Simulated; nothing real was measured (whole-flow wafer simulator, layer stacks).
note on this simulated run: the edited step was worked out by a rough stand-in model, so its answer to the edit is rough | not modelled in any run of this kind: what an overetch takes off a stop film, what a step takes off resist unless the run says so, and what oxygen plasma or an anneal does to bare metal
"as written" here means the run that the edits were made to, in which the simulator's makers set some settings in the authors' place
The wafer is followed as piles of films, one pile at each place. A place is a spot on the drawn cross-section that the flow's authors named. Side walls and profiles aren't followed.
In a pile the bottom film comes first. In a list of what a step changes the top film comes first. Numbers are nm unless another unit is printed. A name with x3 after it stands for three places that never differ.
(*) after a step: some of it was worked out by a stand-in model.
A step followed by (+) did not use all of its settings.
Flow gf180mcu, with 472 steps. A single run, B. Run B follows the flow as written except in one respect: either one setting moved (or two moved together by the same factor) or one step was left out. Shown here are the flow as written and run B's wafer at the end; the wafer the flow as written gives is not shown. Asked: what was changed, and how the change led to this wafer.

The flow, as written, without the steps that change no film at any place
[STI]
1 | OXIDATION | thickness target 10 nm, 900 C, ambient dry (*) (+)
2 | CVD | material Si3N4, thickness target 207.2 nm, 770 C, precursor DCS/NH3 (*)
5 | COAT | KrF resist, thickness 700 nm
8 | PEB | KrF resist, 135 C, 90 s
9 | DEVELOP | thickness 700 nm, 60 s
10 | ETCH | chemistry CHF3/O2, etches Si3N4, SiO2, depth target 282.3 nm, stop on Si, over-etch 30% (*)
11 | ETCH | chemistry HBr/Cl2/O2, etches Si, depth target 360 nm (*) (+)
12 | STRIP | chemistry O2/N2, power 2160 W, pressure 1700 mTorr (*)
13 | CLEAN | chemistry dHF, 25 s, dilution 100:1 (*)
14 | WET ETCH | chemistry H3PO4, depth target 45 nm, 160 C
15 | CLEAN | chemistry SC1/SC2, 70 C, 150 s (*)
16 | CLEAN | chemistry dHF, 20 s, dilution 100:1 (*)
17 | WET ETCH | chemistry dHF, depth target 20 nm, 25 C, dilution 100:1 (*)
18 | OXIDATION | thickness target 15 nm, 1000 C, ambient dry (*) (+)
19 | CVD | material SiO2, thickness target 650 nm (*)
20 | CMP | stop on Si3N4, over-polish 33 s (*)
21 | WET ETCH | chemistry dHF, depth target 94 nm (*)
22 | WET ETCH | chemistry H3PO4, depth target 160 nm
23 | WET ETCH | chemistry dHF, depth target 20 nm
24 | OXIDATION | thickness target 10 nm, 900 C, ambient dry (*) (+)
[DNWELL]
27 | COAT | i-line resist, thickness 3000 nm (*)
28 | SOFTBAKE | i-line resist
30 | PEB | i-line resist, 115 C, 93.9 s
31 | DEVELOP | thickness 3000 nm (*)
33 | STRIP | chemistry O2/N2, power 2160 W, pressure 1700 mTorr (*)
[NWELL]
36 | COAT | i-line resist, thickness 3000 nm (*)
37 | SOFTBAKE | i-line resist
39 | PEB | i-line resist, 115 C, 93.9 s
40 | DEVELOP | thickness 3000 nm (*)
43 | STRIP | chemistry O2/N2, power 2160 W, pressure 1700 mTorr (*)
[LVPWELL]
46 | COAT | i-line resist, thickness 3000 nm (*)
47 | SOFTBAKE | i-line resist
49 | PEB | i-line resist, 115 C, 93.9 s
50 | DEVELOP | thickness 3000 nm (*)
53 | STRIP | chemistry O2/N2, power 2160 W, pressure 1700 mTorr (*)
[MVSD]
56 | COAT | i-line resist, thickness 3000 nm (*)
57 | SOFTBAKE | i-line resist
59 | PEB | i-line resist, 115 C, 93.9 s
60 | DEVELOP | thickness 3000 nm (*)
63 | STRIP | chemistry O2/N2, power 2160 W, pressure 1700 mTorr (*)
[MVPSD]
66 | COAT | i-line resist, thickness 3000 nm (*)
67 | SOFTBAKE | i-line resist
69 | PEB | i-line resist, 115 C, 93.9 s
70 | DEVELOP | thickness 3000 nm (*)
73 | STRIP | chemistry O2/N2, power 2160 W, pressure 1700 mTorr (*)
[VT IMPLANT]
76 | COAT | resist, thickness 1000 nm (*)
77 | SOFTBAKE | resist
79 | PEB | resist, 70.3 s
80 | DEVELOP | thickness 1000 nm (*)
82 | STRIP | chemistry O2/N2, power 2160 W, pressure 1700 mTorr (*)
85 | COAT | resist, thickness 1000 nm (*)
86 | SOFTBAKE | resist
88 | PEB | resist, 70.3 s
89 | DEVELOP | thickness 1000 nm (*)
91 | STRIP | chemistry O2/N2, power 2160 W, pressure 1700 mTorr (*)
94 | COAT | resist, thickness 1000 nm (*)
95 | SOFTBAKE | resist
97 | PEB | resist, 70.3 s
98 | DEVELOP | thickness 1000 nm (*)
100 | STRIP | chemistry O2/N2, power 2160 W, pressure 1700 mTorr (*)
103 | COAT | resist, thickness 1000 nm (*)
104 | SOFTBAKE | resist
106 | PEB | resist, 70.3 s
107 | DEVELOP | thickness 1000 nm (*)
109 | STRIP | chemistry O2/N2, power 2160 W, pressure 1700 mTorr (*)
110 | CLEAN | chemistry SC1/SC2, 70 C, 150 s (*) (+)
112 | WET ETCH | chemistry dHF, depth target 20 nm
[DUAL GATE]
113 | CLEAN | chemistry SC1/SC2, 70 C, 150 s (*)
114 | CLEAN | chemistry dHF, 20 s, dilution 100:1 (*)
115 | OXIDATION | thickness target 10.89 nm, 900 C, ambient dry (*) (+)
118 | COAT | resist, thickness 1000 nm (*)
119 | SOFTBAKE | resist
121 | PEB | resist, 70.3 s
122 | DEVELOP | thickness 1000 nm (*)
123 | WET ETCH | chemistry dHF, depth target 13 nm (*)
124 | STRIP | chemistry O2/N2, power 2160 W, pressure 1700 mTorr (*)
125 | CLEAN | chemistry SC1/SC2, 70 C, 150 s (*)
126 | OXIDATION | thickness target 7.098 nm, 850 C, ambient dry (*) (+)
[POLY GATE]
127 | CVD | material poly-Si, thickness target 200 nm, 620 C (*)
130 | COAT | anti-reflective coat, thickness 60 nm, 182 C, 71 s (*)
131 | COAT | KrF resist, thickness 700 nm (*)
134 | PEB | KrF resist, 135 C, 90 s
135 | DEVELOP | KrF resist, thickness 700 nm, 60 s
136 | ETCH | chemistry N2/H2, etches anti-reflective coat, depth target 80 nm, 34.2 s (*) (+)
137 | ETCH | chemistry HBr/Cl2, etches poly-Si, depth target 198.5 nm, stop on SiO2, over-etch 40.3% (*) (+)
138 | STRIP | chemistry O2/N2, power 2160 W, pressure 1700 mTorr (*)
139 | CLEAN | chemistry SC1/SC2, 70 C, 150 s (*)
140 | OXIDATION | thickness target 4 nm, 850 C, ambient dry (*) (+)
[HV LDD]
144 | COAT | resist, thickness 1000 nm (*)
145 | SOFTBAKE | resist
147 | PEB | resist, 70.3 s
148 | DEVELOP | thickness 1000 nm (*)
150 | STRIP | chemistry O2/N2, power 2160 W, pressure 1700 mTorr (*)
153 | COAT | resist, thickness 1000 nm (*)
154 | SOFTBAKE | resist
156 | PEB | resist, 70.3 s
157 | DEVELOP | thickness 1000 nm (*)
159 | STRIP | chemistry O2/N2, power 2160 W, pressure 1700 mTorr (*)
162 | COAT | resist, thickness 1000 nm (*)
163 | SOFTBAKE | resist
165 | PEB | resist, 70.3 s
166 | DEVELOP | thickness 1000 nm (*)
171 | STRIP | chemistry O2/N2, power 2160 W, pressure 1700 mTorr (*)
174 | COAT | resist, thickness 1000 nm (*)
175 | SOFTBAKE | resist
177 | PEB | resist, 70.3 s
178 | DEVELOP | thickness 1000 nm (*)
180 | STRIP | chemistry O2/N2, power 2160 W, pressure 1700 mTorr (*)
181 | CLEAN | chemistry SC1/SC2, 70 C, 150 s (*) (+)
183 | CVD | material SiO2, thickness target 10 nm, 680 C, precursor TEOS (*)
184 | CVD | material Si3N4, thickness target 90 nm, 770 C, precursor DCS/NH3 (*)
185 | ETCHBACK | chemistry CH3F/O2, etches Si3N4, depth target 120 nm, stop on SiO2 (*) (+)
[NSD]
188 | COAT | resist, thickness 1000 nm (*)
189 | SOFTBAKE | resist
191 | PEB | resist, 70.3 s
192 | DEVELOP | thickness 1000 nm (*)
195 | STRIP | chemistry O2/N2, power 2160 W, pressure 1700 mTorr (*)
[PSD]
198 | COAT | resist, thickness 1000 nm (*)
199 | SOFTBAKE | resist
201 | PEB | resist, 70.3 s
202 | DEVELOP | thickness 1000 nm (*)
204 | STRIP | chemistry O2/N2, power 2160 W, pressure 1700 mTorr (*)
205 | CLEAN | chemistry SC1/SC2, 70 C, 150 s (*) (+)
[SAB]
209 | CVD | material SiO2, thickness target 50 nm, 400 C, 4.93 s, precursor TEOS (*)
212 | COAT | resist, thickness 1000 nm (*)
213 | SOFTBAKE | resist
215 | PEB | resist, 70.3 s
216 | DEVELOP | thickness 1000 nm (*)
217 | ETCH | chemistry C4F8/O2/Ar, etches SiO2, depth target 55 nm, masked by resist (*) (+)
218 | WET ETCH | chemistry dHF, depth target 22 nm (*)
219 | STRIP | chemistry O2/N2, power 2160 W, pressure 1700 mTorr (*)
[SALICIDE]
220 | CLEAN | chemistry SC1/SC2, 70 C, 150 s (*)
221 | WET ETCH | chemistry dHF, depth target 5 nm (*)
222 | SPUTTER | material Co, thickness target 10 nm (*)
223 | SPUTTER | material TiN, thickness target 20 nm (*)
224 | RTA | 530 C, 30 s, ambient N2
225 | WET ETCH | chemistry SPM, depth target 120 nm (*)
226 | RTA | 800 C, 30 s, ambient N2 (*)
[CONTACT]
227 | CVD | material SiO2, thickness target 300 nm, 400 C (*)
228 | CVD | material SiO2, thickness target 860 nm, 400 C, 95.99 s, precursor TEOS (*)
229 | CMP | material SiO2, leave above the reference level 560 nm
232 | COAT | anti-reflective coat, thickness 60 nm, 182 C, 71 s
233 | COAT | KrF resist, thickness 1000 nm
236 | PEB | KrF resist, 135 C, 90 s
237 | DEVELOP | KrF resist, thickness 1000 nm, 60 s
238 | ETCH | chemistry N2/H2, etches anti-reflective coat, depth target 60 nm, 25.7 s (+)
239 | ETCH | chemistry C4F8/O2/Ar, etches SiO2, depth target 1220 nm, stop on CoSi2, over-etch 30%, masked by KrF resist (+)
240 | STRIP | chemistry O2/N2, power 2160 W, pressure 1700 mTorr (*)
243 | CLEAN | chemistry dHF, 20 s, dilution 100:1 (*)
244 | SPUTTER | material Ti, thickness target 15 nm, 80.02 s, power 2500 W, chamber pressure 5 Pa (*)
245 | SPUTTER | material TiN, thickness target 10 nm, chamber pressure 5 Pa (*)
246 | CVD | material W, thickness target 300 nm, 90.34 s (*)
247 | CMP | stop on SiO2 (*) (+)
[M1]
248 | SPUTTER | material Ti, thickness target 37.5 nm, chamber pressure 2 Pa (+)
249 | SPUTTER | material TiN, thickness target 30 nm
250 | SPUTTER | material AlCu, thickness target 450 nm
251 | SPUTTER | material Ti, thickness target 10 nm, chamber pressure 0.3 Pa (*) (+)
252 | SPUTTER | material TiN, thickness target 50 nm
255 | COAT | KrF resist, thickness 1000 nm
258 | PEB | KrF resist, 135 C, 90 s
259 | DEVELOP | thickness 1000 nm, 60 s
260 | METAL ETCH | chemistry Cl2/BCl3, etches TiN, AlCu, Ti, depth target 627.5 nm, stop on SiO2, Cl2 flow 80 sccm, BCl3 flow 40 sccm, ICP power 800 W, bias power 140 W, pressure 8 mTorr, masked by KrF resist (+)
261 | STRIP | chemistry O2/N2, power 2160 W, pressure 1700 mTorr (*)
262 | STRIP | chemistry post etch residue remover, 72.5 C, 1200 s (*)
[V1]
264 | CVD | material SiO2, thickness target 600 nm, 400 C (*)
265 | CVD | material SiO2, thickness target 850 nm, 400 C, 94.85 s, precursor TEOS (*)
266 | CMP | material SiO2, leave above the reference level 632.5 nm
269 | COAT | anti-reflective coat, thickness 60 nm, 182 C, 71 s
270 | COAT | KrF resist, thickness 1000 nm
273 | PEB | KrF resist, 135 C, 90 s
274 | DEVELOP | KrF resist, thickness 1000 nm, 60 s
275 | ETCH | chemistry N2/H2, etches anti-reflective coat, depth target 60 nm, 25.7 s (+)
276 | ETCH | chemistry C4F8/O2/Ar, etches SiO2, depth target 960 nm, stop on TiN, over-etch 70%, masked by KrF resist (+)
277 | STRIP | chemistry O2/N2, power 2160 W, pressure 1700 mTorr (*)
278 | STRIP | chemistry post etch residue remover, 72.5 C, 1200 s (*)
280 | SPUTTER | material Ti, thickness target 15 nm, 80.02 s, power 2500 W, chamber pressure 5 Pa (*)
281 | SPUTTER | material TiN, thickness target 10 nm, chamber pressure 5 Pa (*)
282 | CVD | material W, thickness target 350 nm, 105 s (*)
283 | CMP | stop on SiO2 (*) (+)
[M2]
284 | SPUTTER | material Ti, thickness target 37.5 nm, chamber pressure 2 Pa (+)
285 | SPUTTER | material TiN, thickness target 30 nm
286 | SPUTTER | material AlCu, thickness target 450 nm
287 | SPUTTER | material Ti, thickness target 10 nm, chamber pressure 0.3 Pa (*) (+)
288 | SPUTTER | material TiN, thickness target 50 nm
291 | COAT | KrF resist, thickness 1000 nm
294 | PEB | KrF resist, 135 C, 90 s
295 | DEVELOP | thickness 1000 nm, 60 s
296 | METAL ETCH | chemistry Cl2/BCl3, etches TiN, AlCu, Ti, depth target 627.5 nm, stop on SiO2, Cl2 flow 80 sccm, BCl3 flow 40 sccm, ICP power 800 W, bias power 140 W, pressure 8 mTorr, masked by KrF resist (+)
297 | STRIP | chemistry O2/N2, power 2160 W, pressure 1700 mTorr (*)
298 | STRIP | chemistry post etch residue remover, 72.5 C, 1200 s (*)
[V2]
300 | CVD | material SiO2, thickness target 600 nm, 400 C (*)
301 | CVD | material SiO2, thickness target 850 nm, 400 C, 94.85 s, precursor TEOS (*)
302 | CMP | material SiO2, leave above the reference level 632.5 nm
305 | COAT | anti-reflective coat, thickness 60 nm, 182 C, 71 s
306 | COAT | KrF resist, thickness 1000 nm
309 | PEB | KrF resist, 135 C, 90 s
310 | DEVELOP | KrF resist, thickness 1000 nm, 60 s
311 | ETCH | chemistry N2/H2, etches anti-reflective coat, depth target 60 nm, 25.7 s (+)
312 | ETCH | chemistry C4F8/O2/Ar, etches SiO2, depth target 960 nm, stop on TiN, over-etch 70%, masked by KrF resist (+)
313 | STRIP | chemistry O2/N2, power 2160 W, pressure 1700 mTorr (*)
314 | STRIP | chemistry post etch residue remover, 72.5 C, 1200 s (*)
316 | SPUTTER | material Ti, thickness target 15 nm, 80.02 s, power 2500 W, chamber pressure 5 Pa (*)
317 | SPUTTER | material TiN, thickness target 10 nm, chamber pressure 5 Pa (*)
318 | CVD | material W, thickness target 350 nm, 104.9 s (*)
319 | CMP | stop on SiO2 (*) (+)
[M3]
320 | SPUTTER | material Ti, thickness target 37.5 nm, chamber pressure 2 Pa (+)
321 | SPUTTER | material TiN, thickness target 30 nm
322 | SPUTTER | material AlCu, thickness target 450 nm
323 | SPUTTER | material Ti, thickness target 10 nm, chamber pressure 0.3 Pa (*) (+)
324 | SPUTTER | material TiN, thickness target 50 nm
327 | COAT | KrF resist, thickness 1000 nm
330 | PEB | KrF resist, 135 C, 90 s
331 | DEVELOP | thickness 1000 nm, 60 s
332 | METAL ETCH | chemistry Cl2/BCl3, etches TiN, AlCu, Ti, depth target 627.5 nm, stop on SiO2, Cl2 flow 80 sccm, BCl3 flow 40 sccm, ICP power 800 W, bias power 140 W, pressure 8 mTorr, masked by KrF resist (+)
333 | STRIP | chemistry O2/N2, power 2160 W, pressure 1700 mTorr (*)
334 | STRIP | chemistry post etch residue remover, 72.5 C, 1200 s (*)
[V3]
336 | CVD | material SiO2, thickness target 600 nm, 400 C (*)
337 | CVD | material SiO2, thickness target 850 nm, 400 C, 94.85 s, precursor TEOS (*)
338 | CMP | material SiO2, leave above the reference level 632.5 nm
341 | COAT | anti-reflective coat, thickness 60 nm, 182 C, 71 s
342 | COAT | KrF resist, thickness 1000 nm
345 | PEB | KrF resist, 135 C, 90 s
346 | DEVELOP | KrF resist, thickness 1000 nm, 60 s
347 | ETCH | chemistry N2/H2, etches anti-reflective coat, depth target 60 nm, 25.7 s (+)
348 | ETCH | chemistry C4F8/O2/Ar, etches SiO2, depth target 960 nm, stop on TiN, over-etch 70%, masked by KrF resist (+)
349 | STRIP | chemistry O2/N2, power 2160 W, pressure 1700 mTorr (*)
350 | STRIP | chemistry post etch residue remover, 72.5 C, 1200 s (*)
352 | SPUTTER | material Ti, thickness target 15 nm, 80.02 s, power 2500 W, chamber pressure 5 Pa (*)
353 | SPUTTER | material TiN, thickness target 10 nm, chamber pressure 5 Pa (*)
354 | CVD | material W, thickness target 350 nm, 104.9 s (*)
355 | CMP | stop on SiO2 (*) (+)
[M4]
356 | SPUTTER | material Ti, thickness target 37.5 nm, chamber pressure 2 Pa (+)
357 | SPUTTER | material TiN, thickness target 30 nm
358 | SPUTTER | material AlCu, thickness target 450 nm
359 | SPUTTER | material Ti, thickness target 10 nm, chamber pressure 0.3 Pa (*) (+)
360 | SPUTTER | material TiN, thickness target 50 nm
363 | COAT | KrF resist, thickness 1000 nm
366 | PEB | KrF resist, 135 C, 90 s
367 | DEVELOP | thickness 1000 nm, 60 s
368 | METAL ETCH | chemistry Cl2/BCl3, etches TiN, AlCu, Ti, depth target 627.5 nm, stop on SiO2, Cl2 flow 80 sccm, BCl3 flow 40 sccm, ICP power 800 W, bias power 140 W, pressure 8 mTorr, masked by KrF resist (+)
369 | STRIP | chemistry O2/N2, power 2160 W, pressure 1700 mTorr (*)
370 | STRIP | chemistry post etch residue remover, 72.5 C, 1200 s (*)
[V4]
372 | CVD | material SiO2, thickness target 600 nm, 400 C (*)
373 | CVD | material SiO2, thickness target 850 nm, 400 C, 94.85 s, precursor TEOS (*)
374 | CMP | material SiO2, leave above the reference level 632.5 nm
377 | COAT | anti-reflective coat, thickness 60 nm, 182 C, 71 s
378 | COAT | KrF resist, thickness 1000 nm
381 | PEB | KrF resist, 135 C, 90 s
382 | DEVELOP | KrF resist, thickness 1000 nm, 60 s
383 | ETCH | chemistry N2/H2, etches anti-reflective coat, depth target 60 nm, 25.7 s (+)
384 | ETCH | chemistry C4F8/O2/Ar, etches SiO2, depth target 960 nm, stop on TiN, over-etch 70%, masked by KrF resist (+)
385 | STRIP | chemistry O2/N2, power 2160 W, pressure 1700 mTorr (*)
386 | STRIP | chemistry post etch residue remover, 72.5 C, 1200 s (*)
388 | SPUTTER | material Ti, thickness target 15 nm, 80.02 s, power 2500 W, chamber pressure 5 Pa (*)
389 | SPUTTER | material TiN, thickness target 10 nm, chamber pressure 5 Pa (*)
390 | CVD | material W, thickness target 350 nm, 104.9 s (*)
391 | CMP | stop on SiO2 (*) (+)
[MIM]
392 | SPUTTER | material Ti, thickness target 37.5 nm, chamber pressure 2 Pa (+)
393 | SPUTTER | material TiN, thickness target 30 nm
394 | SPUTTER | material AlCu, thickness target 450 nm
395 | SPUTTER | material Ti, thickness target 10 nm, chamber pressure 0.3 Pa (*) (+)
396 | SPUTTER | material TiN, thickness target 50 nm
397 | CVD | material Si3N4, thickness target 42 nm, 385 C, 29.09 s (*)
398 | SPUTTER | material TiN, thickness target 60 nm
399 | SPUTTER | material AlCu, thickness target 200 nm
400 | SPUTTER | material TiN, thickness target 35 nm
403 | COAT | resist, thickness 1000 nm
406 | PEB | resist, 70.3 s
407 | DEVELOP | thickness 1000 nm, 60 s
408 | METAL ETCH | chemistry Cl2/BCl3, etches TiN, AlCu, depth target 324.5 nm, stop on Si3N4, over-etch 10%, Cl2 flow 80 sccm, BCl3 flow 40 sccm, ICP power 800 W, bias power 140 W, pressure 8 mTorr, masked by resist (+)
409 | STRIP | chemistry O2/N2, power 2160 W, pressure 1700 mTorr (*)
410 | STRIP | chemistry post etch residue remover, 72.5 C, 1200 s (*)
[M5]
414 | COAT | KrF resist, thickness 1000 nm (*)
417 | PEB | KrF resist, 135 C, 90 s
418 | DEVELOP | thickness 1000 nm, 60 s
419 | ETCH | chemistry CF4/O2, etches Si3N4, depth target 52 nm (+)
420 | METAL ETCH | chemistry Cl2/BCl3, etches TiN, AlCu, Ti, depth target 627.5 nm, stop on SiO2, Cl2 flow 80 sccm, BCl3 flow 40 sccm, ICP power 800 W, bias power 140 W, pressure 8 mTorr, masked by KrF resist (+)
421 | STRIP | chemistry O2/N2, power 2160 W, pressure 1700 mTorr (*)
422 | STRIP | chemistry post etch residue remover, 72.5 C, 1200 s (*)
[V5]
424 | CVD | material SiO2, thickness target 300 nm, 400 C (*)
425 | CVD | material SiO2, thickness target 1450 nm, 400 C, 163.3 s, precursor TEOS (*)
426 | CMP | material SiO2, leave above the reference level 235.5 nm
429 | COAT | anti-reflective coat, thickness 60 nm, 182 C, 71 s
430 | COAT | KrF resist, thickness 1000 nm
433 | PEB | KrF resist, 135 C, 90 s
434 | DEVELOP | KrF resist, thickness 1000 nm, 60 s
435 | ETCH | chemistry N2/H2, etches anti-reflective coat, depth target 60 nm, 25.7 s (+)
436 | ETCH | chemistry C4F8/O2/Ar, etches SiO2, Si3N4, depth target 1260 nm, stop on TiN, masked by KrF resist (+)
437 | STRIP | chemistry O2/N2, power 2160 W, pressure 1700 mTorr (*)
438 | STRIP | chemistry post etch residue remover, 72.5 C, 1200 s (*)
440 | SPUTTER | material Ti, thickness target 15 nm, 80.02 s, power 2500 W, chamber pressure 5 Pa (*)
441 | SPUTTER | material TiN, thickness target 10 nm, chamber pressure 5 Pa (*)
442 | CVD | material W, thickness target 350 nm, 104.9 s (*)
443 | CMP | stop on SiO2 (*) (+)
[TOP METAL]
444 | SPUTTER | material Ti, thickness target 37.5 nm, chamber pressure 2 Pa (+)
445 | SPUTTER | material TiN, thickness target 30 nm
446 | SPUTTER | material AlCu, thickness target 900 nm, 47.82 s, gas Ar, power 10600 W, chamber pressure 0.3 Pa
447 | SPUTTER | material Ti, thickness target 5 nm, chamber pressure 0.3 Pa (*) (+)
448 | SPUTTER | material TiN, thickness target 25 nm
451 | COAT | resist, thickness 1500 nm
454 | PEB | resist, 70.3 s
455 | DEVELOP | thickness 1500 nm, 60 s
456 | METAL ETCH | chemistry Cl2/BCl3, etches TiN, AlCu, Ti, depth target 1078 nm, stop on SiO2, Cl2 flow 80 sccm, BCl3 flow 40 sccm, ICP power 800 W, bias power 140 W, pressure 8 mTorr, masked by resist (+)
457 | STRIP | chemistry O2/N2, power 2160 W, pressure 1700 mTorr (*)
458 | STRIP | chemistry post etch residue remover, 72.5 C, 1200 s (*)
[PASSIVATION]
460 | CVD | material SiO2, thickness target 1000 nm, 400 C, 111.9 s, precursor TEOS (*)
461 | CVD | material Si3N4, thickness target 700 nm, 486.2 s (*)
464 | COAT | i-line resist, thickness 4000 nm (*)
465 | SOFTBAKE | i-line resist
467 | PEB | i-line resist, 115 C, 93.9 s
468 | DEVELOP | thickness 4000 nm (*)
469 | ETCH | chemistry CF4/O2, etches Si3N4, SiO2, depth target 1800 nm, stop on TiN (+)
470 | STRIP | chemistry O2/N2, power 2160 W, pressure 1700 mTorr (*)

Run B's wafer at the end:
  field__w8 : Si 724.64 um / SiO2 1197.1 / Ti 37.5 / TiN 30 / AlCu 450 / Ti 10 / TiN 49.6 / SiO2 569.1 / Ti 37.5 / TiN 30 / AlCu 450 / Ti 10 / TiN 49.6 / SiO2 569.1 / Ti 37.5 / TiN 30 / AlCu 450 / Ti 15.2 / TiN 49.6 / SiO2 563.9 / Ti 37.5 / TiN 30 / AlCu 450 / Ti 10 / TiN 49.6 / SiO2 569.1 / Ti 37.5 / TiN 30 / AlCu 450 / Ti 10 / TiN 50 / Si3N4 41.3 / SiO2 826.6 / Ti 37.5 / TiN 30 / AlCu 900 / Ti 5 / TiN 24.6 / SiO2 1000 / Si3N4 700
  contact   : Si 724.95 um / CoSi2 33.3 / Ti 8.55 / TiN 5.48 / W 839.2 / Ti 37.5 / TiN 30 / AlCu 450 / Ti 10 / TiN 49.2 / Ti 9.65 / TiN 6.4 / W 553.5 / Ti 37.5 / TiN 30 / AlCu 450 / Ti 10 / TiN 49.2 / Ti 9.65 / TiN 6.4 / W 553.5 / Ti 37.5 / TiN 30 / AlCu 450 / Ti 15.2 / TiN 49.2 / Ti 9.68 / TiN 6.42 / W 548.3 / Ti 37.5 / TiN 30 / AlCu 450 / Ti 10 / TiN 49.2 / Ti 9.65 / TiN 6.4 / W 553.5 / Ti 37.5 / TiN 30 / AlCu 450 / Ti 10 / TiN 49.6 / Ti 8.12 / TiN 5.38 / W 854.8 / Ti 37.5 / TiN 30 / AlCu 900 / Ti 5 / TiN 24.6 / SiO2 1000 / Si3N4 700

What caused this: step 323, SPUTTER: thickness target 15.2 nm was run, though the flow has thickness target 10 nm.
The wafer itself shows it: field__w8 has Ti 15.2, and step 323 as written asks for 10 nm.

The path from the change to this, step by step:
  323 | SPUTTER | material Ti, thickness target 10 nm, chamber pressure 0.3 Pa (*) (+)
      field, field__w1, field__w2 and 108 more: +15.2 Ti (new film) (it would be, as written: +10 Ti (new film))
  332 | METAL ETCH | chemistry Cl2/BCl3, etches TiN, AlCu, Ti, depth target 627.5 nm, stop on SiO2, Cl2 flow 80 sccm, BCl3 flow 40 sccm, ICP power 800 W, bias power 140 W, pressure 8 mTorr, masked by KrF resist (+)
      field, field__w1, field__w2 and 103 more: -50 TiN (all of it), -15.2 Ti (all of it), -450 AlCu (all of it), -30 TiN (all of it), -37.5 Ti (all of it) (it would be, as written: -50 TiN (all of it), -10 Ti (all of it), -450 AlCu (all of it), -30 TiN (all of it), -37.5 Ti (all of it))
